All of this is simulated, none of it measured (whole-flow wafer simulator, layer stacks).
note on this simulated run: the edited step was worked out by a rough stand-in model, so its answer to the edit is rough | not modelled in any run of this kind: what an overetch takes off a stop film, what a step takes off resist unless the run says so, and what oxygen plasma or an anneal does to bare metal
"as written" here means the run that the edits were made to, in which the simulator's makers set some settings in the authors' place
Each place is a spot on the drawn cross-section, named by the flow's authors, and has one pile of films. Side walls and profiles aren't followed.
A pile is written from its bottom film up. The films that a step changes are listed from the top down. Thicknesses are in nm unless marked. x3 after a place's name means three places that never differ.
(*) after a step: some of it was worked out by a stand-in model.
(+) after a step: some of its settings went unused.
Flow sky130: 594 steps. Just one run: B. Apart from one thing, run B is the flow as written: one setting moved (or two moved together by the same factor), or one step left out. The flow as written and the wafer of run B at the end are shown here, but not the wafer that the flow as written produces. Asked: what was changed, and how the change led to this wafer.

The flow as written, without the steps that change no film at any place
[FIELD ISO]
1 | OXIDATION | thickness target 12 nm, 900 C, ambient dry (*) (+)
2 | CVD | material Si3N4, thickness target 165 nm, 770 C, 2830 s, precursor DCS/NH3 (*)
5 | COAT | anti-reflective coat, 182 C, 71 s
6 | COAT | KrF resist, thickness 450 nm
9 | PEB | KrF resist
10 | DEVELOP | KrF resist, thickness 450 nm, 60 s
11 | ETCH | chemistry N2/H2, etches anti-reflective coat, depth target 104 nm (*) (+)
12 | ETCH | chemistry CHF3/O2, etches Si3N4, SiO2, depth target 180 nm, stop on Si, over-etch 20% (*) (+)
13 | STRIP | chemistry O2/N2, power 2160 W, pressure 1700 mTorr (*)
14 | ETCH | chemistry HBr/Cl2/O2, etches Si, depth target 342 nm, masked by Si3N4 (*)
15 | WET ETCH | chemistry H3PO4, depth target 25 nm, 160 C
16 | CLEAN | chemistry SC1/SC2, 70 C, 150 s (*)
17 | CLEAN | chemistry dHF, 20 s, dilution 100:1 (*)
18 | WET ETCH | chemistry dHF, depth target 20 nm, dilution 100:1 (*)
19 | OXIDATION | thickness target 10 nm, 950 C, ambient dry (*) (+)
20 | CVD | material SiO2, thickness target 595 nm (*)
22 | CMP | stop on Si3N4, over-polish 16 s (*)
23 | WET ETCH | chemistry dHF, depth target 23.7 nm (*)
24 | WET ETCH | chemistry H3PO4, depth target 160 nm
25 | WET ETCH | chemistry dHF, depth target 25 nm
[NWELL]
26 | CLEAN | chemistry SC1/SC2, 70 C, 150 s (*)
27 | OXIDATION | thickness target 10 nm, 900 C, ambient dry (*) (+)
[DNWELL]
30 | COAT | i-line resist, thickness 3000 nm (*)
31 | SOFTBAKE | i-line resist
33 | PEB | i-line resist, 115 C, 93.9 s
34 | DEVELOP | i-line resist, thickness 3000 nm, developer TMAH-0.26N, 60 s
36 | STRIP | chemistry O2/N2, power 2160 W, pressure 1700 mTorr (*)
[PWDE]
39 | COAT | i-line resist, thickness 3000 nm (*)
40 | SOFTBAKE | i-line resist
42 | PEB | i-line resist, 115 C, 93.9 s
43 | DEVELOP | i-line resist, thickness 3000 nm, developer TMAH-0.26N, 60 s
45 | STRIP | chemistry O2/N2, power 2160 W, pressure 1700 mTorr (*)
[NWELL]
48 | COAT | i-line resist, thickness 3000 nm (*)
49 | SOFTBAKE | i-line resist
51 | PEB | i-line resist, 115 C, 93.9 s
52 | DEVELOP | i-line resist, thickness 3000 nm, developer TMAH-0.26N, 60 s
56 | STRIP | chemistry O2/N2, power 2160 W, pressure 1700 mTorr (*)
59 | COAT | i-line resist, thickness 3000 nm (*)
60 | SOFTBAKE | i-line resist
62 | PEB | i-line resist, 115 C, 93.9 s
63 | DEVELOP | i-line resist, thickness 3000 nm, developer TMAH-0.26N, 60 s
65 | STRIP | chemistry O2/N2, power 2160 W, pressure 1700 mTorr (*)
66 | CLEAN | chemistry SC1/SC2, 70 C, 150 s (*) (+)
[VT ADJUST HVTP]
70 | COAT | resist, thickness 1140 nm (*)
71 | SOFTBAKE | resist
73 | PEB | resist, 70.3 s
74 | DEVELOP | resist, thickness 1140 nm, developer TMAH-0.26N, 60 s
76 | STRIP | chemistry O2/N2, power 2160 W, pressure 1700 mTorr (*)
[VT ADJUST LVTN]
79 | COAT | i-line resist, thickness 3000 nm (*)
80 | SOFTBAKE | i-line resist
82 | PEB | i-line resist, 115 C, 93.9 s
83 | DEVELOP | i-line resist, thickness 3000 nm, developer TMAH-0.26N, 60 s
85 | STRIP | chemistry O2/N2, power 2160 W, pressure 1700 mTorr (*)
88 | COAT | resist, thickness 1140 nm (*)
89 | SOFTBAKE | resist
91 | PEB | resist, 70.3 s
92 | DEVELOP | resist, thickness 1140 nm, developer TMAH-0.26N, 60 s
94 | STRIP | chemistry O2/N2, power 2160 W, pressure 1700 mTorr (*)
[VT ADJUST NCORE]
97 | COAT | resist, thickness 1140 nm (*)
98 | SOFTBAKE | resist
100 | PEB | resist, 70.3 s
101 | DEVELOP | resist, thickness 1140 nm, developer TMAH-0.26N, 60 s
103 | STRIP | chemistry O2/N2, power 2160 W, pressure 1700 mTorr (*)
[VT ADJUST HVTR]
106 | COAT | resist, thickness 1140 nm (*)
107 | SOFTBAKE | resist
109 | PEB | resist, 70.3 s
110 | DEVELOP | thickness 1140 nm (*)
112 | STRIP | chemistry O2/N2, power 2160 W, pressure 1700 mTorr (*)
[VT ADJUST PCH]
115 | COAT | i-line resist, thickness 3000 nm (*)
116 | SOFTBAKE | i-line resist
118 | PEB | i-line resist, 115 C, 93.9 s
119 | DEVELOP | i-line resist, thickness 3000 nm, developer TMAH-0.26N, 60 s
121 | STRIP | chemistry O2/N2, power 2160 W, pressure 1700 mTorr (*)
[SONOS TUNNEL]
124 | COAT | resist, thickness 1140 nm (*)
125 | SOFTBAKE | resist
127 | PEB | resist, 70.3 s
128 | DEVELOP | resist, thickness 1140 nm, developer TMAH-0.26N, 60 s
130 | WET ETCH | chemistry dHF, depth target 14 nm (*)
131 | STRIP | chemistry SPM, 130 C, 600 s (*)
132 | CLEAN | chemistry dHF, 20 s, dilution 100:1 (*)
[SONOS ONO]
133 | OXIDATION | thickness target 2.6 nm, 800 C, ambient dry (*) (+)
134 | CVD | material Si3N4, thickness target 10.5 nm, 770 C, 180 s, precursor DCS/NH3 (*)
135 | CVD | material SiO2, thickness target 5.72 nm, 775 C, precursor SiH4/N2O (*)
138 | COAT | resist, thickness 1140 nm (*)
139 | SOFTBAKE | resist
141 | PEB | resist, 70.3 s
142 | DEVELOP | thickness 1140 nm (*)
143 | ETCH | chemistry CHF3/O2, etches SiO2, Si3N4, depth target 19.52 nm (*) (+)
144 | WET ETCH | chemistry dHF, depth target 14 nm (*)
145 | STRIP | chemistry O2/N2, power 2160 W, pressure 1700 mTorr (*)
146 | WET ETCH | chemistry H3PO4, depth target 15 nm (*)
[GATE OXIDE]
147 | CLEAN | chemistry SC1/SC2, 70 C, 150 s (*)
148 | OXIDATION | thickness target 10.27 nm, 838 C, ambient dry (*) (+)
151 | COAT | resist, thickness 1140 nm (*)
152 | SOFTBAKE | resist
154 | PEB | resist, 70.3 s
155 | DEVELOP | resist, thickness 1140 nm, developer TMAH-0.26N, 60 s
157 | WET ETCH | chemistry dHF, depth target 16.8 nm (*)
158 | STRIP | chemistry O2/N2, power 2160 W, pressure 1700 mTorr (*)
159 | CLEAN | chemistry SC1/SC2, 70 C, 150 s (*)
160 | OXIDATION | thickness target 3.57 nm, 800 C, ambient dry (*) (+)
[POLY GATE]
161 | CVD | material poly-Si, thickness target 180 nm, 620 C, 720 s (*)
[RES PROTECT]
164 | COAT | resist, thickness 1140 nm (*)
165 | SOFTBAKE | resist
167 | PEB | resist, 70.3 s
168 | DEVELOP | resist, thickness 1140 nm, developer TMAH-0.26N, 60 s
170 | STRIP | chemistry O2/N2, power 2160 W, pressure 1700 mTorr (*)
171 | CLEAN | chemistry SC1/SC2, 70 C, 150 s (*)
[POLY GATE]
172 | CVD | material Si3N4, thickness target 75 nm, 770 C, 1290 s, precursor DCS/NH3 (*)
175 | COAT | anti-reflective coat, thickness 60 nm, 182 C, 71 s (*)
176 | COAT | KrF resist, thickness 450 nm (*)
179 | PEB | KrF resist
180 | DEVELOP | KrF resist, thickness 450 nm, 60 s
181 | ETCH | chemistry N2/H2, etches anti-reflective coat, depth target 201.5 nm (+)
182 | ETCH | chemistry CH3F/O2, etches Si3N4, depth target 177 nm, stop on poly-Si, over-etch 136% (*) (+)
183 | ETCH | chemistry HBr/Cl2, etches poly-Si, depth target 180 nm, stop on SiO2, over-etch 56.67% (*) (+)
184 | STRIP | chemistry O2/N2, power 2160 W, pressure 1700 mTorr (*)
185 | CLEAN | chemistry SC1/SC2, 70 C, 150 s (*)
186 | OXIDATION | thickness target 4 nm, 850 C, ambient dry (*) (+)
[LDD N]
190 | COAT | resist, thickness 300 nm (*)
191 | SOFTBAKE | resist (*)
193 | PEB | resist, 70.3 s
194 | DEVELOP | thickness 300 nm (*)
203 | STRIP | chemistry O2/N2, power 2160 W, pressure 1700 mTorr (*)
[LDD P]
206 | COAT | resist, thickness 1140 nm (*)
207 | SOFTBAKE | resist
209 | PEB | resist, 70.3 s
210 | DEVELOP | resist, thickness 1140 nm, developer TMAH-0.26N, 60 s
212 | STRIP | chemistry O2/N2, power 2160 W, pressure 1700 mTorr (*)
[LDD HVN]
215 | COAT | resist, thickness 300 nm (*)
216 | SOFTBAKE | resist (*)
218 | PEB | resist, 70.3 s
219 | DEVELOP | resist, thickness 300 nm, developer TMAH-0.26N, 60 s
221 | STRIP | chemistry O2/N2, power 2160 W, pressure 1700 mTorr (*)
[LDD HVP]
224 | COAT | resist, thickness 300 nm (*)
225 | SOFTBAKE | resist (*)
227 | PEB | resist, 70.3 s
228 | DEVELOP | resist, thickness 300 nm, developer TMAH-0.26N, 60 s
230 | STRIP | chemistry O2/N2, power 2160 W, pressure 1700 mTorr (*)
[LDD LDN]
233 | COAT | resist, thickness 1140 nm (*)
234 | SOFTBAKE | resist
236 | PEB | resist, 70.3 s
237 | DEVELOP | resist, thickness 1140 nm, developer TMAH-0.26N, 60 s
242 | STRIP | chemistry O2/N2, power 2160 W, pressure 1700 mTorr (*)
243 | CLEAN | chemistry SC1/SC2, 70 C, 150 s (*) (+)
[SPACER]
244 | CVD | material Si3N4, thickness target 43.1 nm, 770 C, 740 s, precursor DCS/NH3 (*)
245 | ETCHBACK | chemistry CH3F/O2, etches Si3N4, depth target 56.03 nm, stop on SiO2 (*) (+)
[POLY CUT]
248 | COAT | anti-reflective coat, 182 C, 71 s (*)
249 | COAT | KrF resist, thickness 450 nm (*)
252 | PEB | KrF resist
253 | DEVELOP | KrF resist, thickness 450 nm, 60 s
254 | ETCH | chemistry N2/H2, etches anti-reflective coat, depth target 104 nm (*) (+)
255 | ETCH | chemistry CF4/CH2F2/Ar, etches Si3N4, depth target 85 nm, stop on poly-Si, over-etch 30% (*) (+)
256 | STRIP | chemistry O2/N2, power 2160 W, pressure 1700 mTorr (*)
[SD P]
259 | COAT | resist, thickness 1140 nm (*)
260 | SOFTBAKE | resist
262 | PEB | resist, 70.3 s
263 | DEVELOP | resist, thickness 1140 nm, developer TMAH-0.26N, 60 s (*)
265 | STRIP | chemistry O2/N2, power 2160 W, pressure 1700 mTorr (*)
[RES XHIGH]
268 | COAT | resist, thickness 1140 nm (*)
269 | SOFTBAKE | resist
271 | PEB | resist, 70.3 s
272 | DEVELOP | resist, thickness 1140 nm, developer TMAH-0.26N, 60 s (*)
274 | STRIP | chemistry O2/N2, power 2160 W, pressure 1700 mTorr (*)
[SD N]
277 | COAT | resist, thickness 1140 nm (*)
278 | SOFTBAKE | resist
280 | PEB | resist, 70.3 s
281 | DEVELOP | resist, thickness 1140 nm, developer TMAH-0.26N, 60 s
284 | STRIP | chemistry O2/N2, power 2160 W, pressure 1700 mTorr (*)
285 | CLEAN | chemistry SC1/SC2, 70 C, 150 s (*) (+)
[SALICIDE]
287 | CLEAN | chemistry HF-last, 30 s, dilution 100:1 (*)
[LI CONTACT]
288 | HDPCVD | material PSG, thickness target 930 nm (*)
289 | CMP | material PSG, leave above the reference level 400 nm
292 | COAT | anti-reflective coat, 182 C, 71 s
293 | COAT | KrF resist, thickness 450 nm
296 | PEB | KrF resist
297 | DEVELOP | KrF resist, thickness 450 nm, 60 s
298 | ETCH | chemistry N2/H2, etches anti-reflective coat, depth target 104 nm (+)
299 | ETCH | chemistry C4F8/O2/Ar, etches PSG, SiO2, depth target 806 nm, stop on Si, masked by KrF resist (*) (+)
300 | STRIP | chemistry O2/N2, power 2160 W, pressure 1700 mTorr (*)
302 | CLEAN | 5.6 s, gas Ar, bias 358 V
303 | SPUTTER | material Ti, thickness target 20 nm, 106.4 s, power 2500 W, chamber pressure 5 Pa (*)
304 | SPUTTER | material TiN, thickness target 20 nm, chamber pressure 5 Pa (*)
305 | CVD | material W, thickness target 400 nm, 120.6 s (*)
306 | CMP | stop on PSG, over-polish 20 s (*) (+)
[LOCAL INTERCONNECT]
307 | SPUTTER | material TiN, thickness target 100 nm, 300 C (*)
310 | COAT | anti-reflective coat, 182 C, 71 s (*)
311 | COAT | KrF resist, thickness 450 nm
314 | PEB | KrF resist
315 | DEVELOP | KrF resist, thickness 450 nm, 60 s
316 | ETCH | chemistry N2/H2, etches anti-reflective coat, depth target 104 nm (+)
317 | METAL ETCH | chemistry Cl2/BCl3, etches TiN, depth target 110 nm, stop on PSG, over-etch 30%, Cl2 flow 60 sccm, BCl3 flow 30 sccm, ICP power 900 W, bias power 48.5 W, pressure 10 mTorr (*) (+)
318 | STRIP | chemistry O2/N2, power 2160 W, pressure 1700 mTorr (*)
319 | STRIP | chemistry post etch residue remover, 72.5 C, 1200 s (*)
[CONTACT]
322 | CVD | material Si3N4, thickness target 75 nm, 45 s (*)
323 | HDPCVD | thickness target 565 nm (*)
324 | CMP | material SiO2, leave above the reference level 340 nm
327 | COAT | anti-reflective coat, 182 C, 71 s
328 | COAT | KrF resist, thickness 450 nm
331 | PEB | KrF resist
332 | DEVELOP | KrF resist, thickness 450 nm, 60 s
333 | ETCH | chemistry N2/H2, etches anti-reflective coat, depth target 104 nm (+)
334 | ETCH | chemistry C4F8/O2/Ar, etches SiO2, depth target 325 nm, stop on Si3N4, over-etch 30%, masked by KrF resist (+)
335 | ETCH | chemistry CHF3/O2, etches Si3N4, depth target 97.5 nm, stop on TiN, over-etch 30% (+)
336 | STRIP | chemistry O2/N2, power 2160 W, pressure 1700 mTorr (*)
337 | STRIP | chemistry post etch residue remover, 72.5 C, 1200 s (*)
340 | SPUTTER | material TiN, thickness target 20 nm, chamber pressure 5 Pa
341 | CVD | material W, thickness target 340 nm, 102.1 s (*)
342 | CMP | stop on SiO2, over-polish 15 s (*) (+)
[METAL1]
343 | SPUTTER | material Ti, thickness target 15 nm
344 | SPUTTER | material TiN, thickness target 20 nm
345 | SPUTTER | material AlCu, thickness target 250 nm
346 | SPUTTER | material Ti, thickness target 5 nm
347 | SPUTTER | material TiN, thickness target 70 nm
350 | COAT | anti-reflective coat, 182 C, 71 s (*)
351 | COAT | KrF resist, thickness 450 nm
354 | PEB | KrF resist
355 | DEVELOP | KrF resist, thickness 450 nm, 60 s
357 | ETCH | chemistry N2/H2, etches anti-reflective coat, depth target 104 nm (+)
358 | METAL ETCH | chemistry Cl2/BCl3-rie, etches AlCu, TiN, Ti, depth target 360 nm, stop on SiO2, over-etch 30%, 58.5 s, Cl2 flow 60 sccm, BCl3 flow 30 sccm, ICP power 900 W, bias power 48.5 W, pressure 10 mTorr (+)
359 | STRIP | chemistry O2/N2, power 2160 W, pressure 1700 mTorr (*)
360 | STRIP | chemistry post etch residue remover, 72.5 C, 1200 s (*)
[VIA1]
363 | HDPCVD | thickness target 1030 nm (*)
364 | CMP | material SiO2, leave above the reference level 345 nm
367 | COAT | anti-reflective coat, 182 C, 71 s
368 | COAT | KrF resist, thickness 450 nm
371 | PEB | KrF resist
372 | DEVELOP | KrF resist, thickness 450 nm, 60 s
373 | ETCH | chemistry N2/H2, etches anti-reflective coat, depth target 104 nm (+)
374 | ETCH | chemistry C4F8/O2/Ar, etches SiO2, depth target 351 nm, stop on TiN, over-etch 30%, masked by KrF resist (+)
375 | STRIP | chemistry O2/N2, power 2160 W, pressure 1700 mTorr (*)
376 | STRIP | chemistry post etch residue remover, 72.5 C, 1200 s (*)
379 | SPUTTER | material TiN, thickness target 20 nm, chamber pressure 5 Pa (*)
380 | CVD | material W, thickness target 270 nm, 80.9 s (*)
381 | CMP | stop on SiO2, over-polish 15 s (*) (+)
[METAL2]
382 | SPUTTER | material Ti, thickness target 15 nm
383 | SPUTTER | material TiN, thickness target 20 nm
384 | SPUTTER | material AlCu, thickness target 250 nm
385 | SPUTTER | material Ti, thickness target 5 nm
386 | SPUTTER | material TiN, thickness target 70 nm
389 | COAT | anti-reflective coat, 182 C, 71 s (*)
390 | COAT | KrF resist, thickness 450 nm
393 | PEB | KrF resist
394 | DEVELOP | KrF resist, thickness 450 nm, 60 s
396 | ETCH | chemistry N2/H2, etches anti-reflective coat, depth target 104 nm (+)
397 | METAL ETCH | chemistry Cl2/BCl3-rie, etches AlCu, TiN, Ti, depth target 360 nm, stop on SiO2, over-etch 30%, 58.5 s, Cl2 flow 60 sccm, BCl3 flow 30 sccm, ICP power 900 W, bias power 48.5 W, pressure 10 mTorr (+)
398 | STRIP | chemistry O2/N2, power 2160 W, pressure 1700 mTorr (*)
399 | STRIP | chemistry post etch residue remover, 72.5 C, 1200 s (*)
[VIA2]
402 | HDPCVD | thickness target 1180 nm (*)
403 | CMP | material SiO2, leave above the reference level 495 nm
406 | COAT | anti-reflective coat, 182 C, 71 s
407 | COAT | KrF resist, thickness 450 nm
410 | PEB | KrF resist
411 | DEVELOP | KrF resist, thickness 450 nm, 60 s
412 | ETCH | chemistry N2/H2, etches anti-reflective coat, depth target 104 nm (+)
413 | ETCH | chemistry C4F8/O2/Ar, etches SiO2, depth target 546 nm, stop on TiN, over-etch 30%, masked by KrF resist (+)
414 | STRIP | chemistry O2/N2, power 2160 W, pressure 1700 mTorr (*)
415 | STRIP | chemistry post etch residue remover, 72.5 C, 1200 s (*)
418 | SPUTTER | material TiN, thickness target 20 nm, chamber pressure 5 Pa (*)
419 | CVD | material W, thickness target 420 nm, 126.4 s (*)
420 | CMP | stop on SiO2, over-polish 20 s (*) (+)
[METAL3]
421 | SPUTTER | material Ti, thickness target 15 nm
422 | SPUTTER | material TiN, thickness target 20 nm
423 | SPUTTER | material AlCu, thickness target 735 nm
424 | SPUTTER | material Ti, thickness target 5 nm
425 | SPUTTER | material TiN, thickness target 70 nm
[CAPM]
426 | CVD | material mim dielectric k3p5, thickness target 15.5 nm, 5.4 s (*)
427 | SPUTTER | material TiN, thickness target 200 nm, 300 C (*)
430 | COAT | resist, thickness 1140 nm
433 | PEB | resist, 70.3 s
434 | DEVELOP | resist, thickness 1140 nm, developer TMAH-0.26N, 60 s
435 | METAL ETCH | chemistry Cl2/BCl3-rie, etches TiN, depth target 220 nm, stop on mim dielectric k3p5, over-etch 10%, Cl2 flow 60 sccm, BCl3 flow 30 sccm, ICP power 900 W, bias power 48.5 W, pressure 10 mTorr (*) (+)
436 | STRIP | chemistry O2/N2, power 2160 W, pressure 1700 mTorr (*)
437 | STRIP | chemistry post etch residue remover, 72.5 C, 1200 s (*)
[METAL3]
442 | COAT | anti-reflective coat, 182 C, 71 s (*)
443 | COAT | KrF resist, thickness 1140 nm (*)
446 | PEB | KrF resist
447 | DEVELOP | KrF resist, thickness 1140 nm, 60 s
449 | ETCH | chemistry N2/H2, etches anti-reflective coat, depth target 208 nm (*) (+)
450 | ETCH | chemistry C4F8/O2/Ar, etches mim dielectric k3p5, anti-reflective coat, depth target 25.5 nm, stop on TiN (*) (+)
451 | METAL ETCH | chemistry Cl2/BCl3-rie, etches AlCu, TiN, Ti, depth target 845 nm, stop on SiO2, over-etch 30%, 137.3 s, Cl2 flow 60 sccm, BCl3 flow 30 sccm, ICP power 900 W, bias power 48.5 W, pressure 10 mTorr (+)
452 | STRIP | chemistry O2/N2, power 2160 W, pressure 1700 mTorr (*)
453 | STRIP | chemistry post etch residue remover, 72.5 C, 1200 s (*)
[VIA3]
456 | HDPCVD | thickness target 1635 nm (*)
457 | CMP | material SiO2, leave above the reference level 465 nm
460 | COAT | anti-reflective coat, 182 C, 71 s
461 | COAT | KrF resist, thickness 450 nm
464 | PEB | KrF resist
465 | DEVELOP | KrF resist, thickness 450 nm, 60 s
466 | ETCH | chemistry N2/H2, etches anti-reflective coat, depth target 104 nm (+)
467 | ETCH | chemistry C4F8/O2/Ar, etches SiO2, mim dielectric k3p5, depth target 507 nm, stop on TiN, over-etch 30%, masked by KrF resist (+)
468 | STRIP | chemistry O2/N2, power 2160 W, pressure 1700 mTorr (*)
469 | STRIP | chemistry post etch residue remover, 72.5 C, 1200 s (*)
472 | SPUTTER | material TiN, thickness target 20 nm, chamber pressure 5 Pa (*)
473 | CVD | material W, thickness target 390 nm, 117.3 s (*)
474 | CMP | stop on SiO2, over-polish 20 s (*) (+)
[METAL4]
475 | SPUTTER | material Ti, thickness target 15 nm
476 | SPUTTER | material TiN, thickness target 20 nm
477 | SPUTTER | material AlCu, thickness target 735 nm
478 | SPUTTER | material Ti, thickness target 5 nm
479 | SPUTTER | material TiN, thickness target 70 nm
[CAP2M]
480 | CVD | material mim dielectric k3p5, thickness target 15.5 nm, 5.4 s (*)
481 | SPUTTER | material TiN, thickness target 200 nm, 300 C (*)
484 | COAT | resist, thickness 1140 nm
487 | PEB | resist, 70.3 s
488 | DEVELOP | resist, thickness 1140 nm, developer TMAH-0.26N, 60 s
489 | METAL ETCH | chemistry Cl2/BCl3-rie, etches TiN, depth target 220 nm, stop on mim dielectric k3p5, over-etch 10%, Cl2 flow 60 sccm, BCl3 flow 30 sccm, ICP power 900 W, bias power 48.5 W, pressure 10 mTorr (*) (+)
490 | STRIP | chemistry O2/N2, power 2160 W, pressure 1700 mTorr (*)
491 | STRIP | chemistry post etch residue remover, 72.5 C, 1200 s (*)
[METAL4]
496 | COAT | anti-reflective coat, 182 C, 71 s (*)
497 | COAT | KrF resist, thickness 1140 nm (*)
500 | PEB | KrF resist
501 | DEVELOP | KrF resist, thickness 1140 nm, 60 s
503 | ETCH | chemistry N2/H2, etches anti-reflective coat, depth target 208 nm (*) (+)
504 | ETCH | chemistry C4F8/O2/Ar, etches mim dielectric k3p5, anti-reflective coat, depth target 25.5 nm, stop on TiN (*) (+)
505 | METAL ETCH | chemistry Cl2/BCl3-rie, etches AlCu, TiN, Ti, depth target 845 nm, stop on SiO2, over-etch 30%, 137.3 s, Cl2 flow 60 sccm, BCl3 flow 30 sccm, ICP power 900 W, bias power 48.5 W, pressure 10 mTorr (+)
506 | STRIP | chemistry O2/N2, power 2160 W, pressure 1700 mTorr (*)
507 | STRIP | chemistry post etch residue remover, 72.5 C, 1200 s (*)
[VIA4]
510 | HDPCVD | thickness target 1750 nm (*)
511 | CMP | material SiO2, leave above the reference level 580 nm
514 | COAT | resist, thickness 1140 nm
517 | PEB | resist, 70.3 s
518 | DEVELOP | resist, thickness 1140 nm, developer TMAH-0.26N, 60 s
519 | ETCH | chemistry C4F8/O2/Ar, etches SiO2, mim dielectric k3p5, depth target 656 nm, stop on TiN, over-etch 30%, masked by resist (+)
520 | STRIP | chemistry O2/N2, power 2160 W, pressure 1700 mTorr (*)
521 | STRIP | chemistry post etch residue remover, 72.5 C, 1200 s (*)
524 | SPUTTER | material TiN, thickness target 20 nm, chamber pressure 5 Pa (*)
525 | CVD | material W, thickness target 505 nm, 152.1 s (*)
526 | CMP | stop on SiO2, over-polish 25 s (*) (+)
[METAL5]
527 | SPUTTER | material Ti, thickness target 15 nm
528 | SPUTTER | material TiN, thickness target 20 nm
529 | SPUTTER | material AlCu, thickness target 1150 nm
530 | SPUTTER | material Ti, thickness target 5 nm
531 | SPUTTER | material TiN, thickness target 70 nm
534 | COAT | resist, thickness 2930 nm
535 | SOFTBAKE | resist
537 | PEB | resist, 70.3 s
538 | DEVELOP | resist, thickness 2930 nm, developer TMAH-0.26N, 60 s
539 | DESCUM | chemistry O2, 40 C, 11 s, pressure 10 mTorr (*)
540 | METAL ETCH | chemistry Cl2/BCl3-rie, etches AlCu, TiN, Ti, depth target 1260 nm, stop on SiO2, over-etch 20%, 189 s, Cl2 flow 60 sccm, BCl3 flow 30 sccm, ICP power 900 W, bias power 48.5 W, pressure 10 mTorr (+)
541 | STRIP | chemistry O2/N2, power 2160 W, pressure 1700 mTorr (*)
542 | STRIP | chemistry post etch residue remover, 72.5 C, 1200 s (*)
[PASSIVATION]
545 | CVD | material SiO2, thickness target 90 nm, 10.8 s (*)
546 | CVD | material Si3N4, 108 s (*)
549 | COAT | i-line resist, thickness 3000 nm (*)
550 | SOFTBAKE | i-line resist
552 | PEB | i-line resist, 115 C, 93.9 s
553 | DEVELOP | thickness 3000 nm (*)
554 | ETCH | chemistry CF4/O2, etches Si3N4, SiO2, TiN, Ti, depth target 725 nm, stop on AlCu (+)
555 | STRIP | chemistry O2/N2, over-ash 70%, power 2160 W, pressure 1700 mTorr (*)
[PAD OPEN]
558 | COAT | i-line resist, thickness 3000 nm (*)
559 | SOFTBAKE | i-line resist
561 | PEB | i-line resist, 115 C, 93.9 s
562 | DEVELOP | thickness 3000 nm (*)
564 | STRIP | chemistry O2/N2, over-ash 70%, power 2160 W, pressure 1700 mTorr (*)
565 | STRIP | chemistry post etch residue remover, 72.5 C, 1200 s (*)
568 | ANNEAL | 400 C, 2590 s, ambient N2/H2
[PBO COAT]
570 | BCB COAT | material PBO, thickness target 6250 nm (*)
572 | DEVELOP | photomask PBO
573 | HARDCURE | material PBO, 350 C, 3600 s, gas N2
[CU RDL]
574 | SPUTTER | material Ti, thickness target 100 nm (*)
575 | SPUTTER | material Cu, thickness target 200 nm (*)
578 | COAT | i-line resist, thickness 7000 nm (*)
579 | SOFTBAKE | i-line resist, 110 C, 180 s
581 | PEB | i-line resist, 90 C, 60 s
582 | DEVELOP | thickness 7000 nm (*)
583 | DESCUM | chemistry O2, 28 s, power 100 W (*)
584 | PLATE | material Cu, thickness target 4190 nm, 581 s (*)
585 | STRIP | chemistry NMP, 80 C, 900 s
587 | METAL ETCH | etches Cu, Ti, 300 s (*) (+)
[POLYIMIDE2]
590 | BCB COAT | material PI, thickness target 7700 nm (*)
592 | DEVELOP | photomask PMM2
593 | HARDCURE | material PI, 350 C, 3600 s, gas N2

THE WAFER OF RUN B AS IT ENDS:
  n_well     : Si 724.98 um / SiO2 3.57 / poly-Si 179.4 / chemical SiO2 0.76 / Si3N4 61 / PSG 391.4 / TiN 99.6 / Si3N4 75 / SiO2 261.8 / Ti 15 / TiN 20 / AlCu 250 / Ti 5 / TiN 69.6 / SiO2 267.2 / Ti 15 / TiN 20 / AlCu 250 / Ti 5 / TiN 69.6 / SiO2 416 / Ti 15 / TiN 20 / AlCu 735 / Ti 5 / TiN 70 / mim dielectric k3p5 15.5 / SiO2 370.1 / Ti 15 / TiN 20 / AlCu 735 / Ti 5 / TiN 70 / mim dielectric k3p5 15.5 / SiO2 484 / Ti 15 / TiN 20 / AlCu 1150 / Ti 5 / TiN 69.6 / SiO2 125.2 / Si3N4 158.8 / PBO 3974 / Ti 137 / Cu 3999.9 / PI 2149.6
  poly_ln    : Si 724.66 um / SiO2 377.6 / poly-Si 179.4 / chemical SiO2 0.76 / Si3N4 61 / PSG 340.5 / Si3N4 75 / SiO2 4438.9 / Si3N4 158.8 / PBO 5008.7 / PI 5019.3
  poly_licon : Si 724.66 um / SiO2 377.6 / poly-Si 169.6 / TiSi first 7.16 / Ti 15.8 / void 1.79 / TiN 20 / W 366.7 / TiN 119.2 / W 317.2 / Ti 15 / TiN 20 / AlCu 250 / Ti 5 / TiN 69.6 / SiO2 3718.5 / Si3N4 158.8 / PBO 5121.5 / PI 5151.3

The reason: step 574, SPUTTER: thickness target 137 nm was run, whereas the flow has thickness target 100 nm.
The wafer itself shows it: n_well has Ti 137, and step 574 as written asks for 100 nm.

The path from the change to this, step by step:
  574 | SPUTTER | material Ti, thickness target 100 nm (*)
      field, active, n_well and 190 more: Ti gains 137 (new film) (in the flow as written it would be: Ti gains 100 (new film))
  587 | METAL ETCH | etches Cu, Ti, 300 s (*) (+)
      field, active, gate and 167 more: Cu loses 200 (all of it), Ti loses 137 (all of it) (in the flow as written it would be: Cu loses 200 (all of it), Ti loses 100 (all of it))
  590 | BCB COAT | material PI, thickness target 7700 nm (*)
      de16_gate_nw: PI gains 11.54 um (new film) (in the flow as written it would be: PI gains 11.5 um (new film))
